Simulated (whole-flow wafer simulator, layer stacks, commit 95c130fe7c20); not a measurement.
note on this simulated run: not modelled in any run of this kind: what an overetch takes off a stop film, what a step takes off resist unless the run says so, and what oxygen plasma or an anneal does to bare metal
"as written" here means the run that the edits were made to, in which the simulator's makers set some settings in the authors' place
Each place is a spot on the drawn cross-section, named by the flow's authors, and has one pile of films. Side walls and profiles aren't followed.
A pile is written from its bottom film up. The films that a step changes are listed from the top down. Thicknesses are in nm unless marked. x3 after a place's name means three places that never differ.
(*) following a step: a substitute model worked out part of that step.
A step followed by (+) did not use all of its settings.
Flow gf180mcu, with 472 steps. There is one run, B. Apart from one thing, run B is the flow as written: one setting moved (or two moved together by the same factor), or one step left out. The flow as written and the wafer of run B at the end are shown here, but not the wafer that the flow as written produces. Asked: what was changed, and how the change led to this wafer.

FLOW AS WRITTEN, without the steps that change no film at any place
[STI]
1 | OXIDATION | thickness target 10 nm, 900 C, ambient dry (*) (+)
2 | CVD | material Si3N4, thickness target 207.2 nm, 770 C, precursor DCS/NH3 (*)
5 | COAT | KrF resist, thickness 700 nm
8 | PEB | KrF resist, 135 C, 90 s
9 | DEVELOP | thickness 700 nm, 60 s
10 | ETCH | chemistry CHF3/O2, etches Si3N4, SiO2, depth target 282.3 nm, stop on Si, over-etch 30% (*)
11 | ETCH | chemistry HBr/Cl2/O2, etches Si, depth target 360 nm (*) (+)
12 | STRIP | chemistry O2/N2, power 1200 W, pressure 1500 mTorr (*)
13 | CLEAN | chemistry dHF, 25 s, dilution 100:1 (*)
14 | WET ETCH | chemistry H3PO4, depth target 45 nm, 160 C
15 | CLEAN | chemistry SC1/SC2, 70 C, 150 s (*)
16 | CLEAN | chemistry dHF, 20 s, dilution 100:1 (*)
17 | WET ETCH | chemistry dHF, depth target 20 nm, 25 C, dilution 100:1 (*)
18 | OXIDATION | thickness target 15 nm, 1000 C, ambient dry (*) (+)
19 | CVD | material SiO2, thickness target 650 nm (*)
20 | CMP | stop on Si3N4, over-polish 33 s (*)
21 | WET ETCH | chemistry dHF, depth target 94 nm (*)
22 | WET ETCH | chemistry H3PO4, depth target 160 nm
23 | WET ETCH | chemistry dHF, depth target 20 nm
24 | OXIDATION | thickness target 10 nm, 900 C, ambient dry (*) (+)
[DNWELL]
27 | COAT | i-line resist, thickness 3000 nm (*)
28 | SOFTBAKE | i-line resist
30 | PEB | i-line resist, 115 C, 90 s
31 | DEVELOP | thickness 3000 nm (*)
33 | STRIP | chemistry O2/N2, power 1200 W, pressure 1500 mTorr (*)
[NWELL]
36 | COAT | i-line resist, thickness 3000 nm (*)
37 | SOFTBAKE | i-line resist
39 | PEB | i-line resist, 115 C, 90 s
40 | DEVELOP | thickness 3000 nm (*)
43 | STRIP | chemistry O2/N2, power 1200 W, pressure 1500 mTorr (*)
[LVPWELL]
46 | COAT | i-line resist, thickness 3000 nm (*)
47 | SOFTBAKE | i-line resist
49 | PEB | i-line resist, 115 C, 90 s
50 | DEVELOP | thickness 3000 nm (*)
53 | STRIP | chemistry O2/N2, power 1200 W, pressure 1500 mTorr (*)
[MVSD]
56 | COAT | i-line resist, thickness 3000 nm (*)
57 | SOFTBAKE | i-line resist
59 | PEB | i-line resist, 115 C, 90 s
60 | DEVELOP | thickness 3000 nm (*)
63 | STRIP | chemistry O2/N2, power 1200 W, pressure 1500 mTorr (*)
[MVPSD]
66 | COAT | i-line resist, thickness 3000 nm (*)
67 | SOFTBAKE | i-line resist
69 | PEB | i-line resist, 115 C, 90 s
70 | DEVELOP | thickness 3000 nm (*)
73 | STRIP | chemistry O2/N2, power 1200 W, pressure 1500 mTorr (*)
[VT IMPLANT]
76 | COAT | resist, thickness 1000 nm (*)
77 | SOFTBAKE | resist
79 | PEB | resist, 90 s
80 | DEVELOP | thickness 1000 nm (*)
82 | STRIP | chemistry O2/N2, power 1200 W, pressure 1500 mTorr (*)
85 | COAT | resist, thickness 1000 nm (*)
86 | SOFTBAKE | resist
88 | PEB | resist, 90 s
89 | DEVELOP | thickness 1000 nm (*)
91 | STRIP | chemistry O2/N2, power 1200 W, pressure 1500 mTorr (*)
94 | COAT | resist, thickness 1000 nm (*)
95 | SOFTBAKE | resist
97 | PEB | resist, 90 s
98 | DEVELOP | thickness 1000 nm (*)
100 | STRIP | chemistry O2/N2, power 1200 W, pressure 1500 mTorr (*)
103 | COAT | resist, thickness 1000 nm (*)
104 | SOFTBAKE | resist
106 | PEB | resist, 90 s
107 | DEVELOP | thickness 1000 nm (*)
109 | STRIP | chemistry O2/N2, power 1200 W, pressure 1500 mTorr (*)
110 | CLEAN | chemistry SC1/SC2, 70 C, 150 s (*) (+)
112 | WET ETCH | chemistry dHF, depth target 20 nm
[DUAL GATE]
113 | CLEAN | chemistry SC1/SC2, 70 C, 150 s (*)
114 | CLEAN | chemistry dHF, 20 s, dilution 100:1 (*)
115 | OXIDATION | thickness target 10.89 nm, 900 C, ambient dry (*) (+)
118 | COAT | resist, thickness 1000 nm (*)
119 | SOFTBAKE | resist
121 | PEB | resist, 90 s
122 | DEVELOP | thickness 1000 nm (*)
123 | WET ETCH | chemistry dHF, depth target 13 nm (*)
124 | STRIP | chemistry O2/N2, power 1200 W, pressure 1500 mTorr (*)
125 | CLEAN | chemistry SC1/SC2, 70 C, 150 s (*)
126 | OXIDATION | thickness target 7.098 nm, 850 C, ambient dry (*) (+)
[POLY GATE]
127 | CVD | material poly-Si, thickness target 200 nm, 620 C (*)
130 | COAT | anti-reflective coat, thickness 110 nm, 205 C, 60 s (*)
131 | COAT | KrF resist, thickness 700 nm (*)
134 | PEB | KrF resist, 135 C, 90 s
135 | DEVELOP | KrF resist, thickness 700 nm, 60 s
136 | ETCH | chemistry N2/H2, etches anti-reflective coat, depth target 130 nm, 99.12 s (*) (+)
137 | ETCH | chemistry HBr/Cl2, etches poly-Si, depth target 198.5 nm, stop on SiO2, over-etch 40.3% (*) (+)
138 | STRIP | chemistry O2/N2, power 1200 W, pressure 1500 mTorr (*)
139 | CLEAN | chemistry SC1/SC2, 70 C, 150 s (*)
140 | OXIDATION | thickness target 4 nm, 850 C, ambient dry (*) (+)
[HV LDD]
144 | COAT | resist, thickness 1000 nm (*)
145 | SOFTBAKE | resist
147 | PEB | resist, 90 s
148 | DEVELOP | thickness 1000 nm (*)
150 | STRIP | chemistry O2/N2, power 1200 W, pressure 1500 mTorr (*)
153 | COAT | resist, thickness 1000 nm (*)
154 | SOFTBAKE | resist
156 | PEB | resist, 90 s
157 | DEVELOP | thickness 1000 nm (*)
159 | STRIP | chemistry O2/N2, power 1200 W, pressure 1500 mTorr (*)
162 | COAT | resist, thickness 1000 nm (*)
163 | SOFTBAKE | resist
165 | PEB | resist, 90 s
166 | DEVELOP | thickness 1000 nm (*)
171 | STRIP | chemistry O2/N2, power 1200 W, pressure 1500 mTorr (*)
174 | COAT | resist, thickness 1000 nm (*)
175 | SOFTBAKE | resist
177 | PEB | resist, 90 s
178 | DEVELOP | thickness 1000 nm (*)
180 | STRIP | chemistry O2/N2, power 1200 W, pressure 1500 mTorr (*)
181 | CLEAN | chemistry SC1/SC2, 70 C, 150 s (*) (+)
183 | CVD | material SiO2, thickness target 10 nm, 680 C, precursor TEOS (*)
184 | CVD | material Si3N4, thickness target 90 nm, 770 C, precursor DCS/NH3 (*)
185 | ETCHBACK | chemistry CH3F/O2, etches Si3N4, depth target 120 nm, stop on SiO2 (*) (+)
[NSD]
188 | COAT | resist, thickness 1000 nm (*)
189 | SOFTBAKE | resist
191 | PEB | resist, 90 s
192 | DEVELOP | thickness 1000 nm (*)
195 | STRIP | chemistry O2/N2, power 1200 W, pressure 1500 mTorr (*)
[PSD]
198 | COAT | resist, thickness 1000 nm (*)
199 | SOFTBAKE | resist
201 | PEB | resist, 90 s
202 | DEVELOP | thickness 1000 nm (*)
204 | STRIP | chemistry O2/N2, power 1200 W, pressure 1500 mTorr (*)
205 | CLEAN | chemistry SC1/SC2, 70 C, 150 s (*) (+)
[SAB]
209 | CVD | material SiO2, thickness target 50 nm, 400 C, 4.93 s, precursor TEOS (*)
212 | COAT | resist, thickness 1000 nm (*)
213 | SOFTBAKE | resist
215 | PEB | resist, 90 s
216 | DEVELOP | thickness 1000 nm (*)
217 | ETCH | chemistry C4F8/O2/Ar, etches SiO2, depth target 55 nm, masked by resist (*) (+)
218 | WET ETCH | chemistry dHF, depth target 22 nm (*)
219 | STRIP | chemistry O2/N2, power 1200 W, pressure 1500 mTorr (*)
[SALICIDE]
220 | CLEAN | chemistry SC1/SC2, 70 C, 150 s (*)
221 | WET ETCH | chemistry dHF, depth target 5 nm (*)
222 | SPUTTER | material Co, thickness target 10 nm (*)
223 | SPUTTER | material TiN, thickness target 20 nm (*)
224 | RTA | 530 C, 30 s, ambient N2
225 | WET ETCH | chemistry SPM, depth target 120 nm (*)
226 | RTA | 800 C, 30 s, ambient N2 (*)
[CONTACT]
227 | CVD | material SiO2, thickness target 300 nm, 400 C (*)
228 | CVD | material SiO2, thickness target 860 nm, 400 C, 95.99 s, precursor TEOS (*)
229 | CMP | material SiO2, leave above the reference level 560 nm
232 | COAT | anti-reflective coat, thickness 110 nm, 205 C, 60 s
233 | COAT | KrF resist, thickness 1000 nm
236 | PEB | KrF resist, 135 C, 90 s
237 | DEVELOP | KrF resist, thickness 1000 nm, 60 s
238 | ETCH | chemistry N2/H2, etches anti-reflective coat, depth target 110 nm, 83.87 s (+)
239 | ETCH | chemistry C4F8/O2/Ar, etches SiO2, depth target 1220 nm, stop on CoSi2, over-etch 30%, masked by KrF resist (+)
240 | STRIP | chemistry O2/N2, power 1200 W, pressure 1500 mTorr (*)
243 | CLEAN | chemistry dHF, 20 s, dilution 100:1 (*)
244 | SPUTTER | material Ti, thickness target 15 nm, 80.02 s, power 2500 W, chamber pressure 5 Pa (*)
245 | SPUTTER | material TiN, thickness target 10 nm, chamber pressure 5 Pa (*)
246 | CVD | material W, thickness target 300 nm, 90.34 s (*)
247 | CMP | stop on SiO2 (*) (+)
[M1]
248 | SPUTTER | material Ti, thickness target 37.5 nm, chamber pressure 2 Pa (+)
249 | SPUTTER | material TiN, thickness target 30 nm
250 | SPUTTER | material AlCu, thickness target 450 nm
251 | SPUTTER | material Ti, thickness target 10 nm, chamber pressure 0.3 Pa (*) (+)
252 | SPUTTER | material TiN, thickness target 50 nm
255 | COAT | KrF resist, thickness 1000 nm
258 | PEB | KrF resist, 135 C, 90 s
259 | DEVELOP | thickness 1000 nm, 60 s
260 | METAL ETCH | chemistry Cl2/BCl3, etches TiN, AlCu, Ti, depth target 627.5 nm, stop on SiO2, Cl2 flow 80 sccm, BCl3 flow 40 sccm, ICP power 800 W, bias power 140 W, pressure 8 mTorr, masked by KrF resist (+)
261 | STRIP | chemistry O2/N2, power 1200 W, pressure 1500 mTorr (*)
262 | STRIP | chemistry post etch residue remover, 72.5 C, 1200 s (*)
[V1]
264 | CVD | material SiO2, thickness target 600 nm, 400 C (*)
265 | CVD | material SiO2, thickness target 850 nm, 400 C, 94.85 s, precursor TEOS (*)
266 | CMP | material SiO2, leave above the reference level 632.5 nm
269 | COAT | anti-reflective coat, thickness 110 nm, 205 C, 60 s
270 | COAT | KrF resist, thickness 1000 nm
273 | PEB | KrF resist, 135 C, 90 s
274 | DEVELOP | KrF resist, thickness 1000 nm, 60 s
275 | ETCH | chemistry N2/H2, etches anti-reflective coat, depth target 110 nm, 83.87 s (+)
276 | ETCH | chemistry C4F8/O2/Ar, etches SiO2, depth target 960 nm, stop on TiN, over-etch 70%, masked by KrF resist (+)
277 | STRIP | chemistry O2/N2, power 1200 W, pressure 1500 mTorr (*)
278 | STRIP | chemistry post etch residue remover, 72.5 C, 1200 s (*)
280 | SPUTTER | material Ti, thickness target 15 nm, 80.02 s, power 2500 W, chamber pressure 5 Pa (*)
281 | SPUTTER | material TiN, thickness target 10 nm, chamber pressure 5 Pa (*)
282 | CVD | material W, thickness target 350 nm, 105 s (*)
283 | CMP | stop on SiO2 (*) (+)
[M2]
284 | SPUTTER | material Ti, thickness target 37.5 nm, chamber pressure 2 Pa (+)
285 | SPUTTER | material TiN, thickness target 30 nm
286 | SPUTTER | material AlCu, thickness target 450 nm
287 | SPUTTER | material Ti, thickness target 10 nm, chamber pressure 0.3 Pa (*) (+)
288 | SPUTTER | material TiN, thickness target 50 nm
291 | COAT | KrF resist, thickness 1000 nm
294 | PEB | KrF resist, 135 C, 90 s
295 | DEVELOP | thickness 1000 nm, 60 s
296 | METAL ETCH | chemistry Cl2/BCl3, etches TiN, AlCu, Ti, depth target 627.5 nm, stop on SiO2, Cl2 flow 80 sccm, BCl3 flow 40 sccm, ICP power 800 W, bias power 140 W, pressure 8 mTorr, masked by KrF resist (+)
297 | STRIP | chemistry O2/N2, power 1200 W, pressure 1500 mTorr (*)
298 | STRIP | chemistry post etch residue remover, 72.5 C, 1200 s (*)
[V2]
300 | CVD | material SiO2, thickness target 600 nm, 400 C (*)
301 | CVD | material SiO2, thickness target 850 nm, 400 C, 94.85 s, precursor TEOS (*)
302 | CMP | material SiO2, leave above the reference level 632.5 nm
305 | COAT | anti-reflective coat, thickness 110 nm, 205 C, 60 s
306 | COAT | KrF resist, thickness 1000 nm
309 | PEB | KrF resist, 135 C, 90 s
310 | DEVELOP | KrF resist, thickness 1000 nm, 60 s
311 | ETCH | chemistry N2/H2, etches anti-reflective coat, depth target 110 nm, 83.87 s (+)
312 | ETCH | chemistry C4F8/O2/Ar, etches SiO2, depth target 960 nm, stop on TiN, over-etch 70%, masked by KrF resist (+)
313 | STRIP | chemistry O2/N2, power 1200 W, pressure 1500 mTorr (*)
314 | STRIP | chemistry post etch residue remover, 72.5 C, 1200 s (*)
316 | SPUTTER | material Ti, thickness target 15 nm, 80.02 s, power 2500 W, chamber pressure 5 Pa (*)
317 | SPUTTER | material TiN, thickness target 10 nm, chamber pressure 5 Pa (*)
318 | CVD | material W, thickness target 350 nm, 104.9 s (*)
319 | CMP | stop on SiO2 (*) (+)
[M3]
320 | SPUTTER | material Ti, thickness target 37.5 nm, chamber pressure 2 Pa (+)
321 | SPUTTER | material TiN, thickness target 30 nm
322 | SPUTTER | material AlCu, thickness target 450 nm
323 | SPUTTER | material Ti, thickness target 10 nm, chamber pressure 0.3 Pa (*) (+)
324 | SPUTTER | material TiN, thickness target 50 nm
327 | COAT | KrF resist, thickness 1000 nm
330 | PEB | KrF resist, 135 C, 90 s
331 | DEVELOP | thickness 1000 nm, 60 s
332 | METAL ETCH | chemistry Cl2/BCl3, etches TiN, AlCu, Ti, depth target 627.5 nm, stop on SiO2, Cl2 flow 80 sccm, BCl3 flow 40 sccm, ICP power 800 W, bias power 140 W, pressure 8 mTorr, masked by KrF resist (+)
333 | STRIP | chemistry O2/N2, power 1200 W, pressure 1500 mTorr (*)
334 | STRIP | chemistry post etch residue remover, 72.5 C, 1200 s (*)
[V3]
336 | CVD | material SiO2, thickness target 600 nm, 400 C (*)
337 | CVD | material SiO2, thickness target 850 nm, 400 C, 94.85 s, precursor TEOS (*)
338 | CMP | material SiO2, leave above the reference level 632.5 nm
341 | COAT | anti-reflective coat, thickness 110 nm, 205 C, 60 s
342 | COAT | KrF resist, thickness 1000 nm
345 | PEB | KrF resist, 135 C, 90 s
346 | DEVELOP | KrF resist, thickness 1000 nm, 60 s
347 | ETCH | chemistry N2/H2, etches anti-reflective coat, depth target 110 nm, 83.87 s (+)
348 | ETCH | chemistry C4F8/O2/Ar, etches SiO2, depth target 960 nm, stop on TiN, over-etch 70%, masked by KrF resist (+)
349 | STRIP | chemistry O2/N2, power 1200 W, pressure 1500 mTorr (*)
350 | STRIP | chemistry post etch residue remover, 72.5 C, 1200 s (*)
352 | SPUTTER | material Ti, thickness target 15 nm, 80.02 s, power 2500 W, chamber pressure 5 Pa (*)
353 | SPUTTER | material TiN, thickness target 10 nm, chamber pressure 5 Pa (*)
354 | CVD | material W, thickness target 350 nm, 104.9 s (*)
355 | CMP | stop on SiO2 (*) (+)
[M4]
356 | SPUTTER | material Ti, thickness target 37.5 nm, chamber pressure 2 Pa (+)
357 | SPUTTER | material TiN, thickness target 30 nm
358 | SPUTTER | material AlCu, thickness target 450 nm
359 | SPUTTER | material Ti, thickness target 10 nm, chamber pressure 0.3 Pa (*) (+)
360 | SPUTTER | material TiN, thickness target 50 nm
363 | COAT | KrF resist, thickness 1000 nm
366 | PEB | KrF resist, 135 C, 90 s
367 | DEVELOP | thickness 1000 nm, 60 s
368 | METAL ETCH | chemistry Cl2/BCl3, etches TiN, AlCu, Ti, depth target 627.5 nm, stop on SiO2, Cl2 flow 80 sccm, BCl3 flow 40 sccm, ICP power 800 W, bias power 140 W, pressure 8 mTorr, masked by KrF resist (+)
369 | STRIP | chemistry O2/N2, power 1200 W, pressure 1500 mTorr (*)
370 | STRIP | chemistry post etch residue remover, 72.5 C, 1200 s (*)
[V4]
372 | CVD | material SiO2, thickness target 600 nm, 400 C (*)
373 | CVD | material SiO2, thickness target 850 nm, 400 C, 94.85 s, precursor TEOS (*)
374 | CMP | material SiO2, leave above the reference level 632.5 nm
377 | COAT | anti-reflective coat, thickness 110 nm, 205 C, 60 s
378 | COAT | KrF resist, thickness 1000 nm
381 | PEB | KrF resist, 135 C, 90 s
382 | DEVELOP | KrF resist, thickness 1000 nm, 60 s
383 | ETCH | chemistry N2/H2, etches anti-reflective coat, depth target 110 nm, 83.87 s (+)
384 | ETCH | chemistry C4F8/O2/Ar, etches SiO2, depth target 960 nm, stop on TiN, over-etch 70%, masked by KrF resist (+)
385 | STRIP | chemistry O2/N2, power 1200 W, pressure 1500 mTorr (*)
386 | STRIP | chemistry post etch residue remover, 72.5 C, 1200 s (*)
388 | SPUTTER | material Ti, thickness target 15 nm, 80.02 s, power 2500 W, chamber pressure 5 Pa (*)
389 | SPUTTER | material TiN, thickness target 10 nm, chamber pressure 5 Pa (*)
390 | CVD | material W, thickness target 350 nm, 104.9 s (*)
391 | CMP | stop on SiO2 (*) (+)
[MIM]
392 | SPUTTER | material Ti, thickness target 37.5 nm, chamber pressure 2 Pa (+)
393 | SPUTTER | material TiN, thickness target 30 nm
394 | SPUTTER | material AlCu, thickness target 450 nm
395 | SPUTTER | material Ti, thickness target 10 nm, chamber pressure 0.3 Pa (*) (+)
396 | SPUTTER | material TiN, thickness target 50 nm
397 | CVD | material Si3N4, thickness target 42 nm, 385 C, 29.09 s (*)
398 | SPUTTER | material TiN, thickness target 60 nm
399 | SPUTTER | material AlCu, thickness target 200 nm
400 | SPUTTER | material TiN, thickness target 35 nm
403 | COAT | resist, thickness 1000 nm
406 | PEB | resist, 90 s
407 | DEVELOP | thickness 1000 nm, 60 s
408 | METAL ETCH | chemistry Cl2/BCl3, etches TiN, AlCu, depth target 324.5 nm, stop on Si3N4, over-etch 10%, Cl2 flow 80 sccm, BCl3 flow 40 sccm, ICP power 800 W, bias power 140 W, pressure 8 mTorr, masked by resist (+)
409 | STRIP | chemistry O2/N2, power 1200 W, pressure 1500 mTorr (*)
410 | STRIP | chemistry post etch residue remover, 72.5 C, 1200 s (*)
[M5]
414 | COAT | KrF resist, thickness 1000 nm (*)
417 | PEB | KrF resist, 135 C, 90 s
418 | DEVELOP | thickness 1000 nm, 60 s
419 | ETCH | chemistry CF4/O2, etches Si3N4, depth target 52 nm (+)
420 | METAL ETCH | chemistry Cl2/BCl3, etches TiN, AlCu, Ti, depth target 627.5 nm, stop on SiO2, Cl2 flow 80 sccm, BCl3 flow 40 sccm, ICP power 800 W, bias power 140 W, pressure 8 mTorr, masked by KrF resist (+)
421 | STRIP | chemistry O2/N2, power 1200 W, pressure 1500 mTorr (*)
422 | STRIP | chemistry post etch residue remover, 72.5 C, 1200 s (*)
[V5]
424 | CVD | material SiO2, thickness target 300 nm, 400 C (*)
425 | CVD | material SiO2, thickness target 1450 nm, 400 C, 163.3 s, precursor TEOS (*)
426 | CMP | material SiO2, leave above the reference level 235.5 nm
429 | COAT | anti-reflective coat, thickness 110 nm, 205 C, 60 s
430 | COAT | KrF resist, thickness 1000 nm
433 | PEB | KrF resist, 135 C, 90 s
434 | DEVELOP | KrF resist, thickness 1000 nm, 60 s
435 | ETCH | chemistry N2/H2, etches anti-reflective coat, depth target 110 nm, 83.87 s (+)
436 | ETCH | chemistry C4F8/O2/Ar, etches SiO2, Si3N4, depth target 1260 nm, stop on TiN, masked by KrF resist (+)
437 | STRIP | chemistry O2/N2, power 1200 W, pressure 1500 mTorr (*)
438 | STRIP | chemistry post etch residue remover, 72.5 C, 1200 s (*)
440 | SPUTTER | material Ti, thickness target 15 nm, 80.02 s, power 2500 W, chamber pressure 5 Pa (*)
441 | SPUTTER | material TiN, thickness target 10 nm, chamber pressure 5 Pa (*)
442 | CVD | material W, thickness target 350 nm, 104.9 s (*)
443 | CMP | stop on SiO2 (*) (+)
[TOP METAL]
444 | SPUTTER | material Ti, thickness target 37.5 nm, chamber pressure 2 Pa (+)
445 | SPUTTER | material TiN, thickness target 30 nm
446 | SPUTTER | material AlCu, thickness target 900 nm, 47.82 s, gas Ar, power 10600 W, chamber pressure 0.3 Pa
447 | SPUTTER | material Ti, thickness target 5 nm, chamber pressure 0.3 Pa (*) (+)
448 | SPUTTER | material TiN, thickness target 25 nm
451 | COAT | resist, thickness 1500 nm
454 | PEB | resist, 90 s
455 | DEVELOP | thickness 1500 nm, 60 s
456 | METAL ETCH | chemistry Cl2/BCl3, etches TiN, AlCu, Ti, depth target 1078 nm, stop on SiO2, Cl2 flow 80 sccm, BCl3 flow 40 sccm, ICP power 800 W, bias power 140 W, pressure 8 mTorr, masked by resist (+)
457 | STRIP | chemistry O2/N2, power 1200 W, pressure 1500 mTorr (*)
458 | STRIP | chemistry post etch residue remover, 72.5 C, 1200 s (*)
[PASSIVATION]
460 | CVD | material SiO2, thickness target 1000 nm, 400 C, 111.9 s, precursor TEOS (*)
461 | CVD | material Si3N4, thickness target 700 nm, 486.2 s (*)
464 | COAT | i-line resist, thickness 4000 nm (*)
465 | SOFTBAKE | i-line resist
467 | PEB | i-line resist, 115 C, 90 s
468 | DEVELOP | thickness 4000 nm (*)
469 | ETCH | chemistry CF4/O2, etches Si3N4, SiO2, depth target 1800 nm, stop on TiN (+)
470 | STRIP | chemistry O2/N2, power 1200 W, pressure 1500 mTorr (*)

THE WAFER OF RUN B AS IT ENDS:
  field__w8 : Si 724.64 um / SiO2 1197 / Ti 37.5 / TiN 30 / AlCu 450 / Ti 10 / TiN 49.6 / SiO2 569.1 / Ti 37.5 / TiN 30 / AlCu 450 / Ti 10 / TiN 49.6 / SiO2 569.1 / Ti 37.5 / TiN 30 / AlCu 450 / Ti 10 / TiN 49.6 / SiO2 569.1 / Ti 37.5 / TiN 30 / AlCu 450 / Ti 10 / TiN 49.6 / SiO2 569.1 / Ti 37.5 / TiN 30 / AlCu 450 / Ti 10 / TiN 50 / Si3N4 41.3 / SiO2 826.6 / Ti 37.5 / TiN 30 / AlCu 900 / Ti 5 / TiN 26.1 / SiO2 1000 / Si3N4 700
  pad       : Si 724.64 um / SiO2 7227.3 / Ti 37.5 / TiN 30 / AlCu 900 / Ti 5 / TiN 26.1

What caused this: step 448, SPUTTER: thickness target 26.5 nm was run, though the flow has thickness target 25 nm.

How this came from the change, step by step:
  448 | SPUTTER | material TiN, thickness target 25 nm
      field, field__w1, field__w2 and 109 more: +26.5 TiN (new film) (as written it would have been: +25 TiN (new film))
  456 | METAL ETCH | chemistry Cl2/BCl3, etches TiN, AlCu, Ti, depth target 1078 nm, stop on SiO2, Cl2 flow 80 sccm, BCl3 flow 40 sccm, ICP power 800 W, bias power 140 W, pressure 8 mTorr, masked by resist (+)
      field, field__w1, field__w2 and 103 more: -26.5 TiN (all of it), -5 Ti (all of it), -900 AlCu (all of it), -30 TiN (all of it), -37.5 Ti (all of it) (as written it would have been: -25 TiN (all of it), -5 Ti (all of it), -900 AlCu (all of it), -30 TiN (all of it), -37.5 Ti (all of it))
